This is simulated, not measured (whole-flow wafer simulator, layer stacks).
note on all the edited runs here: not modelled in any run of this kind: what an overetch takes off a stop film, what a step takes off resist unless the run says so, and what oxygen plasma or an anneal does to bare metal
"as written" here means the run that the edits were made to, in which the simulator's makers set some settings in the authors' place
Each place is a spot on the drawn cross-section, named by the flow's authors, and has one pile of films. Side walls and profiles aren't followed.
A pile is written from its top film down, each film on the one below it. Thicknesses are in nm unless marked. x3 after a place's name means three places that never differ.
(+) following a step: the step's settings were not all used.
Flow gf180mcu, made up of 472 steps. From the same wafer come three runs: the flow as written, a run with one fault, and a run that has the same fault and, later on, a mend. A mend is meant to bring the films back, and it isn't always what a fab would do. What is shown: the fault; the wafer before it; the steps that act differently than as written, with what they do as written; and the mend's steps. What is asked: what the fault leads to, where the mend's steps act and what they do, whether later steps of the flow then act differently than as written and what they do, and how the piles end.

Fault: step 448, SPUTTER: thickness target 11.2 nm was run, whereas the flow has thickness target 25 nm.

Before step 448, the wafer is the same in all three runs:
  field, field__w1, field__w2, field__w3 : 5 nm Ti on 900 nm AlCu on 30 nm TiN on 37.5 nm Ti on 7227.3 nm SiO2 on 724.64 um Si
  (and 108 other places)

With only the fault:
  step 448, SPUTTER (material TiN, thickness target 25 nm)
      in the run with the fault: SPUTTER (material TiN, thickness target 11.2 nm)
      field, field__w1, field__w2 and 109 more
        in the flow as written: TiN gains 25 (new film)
        in the run with the fault: TiN gains 11.2 (new film)
  Later steps of the flow acting differently than as written (4 more steps, not shown, differ only slightly: by at most 2% or 0.5 nm, whichever is larger):
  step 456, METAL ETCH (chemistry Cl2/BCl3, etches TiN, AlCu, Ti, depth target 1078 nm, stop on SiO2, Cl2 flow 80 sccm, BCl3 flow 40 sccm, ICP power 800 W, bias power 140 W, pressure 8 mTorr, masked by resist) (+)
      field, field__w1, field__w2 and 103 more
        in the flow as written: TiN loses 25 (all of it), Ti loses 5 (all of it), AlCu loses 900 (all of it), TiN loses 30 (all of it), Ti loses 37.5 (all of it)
        in the run with the fault: TiN loses 11.2 (all of it), Ti loses 5 (all of it), AlCu loses 900 (all of it), TiN loses 30 (all of it), Ti loses 37.5 (all of it)
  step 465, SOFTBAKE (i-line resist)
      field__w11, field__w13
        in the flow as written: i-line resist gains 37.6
        in the run with the fault: i-line resist gains 36.8
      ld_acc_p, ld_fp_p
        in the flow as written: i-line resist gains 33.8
        in the run with the fault: i-line resist gains 33.1
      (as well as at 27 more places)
  By the end, the piles at field__w8, contact, m1, m1__w1, pad, m1_nw depart from the flow's by more than 2% or 0.5 nm, whichever is larger.
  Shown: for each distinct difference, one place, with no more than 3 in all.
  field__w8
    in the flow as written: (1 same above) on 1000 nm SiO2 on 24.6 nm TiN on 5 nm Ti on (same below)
    in the run with the fault: (1 same above) on 1000 nm SiO2 on 10.8 nm TiN on 5 nm Ti on (same below)
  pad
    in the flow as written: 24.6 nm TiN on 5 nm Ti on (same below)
    in the run with the fault: 10.8 nm TiN on 5 nm Ti on (same below)

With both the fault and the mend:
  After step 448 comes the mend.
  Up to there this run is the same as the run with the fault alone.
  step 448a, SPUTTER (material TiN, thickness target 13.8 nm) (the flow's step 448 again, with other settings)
      field, field__w1, field__w2 and 109 more
        TiN gains 13.8
  Every later step of the flow that is run acts as written at every place that is followed.
  By the end, the piles equal the flow's at every place that both follow.
